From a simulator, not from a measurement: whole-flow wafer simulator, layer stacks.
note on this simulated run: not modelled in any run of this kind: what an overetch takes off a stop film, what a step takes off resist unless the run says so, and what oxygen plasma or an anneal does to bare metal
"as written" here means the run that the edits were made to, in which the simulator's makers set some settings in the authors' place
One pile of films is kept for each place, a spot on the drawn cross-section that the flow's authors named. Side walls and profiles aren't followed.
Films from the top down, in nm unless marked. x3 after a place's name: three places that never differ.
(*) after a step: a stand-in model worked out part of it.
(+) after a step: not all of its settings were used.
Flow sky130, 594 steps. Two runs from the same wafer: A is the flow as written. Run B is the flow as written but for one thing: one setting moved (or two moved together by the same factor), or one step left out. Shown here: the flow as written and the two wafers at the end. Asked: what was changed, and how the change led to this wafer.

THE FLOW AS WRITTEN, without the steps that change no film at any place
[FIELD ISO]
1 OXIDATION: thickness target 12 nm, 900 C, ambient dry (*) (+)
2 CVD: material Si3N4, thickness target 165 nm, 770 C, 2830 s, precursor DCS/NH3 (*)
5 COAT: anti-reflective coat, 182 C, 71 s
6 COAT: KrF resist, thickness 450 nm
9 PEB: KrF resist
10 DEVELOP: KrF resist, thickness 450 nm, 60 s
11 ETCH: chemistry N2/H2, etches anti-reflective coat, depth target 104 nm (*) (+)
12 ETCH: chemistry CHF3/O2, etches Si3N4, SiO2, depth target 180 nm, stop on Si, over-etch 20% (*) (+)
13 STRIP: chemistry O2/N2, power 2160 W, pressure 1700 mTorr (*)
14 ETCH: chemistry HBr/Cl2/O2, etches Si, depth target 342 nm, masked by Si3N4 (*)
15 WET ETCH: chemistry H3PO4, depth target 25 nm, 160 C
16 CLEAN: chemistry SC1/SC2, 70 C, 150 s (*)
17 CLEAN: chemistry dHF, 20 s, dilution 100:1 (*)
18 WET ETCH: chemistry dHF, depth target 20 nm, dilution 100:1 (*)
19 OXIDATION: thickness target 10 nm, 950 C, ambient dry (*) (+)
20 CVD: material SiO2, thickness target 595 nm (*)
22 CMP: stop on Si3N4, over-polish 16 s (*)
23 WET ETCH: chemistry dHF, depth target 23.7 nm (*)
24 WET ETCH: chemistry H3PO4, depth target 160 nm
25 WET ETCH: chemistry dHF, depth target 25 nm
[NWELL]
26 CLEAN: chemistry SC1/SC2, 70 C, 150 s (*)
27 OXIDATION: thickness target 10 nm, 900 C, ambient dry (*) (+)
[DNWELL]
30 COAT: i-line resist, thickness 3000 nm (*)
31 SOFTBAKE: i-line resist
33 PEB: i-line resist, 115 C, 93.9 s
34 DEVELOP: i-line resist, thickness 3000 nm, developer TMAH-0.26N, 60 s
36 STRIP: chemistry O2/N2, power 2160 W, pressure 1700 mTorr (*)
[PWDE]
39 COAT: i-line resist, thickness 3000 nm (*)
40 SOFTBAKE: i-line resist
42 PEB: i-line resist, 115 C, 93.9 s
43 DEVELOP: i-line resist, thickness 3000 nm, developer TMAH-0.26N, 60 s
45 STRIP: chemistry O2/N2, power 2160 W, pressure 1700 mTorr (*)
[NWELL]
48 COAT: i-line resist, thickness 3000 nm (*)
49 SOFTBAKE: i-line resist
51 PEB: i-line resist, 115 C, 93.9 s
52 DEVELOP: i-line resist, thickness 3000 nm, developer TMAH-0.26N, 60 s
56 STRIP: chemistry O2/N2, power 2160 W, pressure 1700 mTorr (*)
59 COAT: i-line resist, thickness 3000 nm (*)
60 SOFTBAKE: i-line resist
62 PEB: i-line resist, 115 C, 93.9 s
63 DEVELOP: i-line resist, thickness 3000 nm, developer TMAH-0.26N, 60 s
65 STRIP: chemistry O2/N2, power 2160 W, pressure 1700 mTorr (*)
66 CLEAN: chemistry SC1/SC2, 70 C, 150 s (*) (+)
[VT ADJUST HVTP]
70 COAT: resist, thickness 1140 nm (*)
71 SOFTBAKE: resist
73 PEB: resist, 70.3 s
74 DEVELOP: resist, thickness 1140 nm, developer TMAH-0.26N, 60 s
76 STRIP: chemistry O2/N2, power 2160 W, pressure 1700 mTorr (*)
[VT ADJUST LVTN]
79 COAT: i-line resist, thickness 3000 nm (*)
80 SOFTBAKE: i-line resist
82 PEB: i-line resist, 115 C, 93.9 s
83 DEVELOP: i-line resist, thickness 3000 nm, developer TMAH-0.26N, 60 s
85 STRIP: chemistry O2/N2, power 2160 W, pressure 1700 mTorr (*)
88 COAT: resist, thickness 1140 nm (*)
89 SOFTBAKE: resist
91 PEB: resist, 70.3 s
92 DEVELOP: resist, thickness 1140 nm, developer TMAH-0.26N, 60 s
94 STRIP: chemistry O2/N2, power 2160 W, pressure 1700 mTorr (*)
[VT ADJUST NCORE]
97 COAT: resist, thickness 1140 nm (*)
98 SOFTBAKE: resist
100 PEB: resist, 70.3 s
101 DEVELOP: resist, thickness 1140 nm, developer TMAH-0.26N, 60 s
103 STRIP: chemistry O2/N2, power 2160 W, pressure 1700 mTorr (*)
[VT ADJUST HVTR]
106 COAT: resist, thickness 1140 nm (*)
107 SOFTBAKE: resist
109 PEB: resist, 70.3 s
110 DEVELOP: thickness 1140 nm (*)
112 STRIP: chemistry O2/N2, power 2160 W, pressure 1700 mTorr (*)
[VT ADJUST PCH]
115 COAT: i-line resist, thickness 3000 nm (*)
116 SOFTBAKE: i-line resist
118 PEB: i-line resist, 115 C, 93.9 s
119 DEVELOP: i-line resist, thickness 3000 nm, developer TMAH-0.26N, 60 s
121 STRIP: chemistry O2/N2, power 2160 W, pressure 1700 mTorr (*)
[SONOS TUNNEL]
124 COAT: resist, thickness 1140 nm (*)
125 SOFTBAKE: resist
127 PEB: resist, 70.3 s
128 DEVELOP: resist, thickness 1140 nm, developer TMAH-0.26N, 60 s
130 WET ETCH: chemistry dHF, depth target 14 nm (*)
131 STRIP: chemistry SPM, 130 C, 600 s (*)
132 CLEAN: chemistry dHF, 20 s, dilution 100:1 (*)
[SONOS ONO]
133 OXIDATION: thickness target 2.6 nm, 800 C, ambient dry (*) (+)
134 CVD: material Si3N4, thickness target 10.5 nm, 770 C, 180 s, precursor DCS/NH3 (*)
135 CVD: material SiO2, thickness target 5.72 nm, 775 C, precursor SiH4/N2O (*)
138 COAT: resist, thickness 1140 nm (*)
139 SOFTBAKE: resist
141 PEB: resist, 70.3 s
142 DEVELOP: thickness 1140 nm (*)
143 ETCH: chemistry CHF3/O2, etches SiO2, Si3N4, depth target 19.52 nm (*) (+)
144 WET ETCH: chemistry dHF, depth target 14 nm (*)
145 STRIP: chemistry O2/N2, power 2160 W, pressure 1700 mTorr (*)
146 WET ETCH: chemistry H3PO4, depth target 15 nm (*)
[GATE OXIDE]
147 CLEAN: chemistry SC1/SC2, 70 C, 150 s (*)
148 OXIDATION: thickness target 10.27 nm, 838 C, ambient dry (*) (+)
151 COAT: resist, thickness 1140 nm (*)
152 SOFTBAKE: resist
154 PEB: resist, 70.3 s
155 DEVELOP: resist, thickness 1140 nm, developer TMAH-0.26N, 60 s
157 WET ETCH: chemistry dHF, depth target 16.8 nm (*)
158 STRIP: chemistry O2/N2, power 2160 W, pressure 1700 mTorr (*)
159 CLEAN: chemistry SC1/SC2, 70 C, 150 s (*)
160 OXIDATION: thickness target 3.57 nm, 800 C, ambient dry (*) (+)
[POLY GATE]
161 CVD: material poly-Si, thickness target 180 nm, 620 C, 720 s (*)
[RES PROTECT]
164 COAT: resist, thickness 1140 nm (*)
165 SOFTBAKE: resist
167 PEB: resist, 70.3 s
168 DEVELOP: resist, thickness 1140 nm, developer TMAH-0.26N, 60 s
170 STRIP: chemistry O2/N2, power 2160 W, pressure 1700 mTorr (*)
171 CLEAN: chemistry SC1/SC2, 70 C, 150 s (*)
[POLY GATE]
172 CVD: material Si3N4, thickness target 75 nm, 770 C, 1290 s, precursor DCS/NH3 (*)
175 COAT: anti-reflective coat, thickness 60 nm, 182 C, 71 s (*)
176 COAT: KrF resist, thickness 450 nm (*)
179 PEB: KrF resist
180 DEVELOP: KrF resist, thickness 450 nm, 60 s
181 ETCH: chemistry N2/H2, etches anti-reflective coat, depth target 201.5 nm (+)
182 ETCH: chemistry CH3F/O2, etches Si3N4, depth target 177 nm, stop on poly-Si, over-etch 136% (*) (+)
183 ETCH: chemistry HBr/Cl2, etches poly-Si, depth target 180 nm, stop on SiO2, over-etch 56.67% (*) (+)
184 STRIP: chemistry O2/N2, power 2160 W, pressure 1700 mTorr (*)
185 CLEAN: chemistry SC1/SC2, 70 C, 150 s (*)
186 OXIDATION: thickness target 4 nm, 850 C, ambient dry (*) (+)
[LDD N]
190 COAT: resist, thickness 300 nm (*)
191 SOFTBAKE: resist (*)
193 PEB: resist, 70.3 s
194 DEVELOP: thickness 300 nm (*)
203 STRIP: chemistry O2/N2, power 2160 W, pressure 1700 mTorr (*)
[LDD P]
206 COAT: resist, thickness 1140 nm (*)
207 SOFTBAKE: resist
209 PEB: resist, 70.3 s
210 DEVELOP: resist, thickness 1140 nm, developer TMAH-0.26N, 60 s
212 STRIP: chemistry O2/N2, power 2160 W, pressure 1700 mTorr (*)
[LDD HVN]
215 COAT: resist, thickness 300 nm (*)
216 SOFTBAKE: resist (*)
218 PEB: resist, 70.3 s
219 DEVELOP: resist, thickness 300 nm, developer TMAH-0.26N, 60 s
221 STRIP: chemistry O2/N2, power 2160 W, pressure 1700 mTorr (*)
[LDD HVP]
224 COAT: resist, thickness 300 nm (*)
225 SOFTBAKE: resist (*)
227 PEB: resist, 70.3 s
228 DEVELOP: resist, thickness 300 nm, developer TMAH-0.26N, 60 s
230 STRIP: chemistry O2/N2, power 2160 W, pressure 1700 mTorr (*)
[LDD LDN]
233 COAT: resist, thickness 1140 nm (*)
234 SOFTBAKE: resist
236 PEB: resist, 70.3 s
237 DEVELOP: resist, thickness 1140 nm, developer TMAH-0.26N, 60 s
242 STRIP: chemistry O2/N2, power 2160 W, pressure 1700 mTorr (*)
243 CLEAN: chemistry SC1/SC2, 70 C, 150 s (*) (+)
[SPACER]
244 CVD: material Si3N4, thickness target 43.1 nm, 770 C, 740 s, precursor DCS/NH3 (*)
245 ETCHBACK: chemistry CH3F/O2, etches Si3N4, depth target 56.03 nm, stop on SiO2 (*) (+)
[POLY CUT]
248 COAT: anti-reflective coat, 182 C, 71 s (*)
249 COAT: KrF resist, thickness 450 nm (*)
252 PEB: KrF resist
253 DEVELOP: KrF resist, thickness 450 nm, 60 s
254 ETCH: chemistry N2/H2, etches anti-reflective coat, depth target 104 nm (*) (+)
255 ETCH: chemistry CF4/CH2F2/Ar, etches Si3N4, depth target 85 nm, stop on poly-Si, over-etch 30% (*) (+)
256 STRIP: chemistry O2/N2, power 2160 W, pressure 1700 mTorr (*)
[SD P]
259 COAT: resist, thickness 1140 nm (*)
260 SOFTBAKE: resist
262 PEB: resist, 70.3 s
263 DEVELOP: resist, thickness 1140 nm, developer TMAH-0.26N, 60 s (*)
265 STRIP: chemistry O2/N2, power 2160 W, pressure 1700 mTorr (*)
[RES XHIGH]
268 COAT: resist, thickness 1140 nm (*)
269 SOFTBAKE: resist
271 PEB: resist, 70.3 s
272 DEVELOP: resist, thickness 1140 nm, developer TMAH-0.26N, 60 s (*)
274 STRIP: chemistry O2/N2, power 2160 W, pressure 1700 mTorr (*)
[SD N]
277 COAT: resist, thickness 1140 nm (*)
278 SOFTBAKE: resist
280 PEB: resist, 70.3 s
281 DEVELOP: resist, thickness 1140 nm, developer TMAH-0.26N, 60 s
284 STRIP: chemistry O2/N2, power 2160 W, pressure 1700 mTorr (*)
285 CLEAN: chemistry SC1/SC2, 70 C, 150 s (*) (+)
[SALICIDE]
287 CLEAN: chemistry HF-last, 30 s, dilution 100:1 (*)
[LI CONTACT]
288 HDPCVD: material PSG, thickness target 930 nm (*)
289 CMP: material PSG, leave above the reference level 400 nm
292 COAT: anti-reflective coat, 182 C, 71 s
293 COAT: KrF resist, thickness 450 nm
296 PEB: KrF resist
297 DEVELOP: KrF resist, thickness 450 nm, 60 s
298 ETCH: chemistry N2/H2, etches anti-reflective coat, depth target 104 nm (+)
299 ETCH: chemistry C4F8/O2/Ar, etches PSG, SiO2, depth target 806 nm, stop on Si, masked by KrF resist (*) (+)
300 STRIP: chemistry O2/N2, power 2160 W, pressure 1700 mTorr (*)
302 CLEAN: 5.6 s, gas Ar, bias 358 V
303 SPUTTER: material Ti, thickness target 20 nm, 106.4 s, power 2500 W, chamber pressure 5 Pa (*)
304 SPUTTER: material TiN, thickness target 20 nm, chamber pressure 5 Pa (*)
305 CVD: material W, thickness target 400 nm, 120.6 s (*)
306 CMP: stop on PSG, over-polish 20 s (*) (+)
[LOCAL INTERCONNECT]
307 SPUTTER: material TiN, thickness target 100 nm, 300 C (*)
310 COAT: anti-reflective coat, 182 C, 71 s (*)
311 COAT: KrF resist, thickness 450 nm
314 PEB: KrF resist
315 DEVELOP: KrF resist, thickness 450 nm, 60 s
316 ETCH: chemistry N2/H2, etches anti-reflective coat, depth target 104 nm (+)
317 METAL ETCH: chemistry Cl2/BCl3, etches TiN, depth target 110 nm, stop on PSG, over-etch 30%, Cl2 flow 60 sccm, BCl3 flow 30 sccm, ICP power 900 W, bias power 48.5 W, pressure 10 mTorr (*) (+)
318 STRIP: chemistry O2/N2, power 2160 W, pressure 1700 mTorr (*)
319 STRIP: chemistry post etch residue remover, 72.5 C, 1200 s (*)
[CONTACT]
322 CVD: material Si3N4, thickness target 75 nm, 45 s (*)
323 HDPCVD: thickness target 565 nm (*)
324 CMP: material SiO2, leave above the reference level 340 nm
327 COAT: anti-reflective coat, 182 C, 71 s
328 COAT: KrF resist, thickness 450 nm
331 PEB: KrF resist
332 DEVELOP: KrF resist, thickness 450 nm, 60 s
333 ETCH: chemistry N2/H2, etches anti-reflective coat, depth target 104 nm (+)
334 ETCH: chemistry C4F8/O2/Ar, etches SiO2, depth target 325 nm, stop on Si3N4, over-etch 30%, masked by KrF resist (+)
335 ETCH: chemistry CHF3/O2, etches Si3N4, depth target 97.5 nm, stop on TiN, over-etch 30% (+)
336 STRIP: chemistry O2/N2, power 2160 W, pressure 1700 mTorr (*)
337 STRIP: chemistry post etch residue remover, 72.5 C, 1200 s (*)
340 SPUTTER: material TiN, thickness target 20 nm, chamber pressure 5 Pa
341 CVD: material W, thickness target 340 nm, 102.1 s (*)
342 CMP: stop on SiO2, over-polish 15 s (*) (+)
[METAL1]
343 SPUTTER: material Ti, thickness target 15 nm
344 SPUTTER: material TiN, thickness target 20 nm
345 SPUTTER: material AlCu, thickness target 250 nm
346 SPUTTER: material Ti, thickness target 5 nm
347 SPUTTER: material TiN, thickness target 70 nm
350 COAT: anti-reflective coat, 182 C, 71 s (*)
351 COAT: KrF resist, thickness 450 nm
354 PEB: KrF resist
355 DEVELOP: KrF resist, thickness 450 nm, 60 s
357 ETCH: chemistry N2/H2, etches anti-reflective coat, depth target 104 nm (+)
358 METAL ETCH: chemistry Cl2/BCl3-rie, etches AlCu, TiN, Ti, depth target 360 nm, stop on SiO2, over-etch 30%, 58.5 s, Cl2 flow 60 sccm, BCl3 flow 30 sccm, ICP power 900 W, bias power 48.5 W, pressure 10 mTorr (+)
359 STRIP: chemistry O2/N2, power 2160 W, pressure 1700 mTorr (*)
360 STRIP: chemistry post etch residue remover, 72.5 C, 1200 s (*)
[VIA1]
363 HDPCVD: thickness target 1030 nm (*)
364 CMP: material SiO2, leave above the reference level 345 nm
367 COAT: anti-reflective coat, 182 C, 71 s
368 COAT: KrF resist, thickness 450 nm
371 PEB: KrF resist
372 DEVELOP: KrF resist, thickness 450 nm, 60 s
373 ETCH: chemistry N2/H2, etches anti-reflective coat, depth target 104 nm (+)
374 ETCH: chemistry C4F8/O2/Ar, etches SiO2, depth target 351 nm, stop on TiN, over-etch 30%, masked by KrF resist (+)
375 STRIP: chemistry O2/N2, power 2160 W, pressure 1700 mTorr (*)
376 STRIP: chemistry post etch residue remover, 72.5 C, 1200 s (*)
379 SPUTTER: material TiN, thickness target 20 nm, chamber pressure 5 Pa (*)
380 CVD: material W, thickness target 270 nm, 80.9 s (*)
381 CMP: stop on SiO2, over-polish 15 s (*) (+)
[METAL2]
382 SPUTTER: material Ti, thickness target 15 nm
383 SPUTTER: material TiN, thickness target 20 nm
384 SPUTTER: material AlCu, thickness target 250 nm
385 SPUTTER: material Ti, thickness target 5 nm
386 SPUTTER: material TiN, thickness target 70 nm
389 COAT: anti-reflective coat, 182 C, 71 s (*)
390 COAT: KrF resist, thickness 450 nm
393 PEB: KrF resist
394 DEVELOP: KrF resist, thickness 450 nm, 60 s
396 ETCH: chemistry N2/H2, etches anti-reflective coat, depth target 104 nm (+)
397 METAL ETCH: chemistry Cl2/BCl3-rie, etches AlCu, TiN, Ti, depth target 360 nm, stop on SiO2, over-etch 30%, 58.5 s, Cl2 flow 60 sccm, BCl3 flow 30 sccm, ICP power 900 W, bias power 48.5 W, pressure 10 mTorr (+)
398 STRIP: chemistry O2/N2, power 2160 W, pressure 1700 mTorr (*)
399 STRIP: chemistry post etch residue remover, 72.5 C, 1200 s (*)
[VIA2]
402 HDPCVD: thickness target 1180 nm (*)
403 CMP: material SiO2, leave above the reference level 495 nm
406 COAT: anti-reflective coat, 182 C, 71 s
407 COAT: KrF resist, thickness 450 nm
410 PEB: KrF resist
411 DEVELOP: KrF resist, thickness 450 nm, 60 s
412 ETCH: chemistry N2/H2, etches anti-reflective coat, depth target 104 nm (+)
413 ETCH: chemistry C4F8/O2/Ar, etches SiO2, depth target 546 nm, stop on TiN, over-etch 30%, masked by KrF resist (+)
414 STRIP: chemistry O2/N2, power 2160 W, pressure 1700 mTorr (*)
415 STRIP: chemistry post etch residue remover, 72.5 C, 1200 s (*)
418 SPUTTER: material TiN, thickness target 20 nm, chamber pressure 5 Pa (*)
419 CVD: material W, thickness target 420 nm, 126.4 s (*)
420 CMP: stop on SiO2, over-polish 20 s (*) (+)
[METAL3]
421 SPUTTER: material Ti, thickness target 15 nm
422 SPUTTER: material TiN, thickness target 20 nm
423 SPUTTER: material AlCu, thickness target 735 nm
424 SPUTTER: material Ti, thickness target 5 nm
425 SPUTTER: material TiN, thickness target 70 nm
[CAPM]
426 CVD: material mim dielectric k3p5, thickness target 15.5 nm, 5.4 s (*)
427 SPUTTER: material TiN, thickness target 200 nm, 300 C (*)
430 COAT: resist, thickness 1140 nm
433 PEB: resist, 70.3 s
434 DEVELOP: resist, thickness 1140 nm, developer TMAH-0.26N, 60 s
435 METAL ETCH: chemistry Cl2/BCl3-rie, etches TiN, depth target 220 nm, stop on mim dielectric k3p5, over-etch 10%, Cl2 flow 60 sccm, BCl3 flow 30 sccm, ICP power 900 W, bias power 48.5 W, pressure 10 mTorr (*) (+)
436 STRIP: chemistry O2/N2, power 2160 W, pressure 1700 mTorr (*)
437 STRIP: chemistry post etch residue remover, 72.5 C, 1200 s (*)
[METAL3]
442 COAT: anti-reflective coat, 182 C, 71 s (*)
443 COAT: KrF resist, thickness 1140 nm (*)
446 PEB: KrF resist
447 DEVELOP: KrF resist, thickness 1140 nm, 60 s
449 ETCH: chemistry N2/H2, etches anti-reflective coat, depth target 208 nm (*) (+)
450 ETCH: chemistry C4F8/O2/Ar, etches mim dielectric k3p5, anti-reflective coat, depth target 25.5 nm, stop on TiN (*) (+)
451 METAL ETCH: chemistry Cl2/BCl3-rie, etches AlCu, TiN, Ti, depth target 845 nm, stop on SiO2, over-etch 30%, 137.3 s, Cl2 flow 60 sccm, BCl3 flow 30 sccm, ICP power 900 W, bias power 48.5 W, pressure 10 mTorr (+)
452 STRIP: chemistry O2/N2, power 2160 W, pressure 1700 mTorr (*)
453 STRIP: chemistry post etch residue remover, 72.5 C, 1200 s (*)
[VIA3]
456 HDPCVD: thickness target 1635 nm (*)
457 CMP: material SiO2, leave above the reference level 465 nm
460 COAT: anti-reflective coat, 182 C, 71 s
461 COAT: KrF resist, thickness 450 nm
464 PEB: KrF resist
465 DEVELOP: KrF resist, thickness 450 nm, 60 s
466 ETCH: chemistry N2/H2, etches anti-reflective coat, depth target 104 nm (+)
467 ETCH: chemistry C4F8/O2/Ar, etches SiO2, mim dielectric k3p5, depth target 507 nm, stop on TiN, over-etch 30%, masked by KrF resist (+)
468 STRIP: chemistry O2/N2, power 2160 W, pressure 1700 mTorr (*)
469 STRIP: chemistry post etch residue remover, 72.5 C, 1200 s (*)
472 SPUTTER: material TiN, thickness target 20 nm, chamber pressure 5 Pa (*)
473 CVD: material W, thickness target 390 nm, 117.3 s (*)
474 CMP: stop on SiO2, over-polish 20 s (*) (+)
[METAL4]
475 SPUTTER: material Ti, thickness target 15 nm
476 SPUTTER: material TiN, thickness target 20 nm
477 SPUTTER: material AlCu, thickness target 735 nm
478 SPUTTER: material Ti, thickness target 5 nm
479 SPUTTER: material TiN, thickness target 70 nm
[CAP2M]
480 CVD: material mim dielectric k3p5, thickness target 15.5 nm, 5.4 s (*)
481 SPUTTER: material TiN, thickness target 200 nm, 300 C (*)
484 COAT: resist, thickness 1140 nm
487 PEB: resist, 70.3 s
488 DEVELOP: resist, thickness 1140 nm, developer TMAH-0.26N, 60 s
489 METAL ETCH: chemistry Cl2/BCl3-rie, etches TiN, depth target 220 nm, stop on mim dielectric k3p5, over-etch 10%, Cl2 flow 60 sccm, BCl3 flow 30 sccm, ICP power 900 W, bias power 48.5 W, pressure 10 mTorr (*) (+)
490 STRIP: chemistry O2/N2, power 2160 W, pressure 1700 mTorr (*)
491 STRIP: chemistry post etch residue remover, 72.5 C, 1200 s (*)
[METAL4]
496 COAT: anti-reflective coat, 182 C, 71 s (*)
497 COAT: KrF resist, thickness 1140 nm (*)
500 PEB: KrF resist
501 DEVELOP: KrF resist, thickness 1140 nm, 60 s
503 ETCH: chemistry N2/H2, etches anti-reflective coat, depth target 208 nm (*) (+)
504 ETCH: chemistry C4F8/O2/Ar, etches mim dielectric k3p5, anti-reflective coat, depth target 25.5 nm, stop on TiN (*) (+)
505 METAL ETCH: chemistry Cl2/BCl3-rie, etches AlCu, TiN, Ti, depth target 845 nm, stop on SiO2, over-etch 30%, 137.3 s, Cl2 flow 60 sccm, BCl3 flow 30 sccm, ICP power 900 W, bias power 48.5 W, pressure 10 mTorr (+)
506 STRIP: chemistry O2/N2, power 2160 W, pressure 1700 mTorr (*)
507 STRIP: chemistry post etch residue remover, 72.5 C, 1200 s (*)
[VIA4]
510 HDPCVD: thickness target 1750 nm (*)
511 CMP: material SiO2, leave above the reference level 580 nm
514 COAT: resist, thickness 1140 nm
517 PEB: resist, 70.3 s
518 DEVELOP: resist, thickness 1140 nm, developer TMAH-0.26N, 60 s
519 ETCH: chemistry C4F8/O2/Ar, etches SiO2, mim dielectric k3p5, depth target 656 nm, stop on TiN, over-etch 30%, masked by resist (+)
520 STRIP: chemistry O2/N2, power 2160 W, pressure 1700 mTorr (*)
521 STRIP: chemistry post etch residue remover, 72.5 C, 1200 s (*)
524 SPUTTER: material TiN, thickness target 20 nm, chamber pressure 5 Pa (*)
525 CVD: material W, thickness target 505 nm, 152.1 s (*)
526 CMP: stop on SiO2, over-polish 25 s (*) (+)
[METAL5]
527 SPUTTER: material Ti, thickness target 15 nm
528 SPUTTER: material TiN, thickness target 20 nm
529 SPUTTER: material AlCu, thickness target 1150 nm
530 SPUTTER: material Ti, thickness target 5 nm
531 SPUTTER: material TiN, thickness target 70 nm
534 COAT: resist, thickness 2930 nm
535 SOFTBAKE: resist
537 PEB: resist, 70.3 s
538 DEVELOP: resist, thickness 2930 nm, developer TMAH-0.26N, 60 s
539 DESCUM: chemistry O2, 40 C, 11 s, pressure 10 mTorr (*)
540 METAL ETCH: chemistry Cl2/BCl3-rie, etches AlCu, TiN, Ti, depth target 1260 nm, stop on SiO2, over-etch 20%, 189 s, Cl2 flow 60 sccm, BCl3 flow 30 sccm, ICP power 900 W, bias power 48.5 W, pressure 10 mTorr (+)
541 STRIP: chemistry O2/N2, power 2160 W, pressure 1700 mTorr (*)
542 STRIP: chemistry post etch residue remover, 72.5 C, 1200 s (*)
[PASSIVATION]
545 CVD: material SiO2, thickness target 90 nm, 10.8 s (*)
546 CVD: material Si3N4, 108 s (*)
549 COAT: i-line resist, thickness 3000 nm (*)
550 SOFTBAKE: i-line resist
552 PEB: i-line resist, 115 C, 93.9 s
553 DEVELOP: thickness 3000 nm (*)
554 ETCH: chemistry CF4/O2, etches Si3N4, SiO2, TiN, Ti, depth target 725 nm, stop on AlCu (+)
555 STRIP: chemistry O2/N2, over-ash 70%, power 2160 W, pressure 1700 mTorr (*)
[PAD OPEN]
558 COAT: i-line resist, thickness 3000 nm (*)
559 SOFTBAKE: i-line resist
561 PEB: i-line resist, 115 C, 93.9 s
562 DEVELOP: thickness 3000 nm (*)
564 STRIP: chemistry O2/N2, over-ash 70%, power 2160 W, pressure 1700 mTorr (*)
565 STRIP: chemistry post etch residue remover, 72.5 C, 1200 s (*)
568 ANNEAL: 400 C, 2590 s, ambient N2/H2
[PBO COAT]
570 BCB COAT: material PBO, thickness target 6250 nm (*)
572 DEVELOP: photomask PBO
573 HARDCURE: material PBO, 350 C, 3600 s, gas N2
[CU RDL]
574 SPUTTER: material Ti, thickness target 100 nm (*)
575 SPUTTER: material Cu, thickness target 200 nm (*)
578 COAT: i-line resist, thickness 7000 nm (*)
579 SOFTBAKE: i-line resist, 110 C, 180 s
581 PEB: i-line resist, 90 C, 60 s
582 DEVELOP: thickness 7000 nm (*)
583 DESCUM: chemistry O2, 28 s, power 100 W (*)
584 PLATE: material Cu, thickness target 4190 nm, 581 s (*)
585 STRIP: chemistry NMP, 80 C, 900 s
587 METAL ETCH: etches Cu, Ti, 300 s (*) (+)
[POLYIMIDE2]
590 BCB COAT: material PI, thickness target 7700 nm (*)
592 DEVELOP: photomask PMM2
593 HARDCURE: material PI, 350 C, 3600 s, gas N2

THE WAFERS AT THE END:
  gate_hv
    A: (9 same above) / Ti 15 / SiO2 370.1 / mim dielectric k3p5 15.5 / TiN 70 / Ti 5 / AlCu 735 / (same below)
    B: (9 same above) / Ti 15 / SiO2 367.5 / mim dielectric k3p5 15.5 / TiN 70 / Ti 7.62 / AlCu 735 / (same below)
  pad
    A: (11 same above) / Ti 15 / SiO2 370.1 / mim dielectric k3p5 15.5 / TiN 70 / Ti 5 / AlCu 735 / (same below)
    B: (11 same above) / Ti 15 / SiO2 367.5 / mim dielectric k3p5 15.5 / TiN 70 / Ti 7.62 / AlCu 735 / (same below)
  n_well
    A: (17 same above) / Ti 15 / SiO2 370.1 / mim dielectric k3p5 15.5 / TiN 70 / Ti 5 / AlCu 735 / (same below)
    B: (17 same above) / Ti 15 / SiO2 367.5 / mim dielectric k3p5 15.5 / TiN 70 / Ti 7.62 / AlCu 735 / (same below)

The cause: step 424, SPUTTER: thickness target 7.62 nm was run, where the flow has thickness target 5 nm.
It can be read off the wafer: gate_hv has Ti 7.62, and step 424 as written asks for 5 nm.

How the change led to this, step by step:
  424 SPUTTER: material Ti, thickness target 5 nm
      field, active, n_well and 188 more: A Ti +5 (new film) | B Ti +7.62 (new film)
  451 METAL ETCH: chemistry Cl2/BCl3-rie, etches AlCu, TiN, Ti, depth target 845 nm, stop on SiO2, over-etch 30%, 137.3 s, Cl2 flow 60 sccm, BCl3 flow 30 sccm, ICP power 900 W, bias power 48.5 W, pressure 10 mTorr (+)
      field, gate, spacer and 68 more: A TiN -70 (all of it), Ti -5 (all of it), AlCu -735 (all of it), TiN -20 (all of it), Ti -15 (all of it), SiO2 -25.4 | B TiN -70 (all of it), Ti -7.62 (all of it), AlCu -735 (all of it), TiN -20 (all of it), Ti -15 (all of it), SiO2 -25.1
      active, vpp_ln, vpp_iso2 and 11 more: A TiN -70 (all of it), Ti -5 (all of it), AlCu -735 (all of it), TiN -20 (all of it), Ti -15 (all of it), SiO2 -25.3 | B TiN -70 (all of it), Ti -7.62 (all of it), AlCu -735 (all of it), TiN -20 (all of it), Ti -15 (all of it), SiO2 -25.1
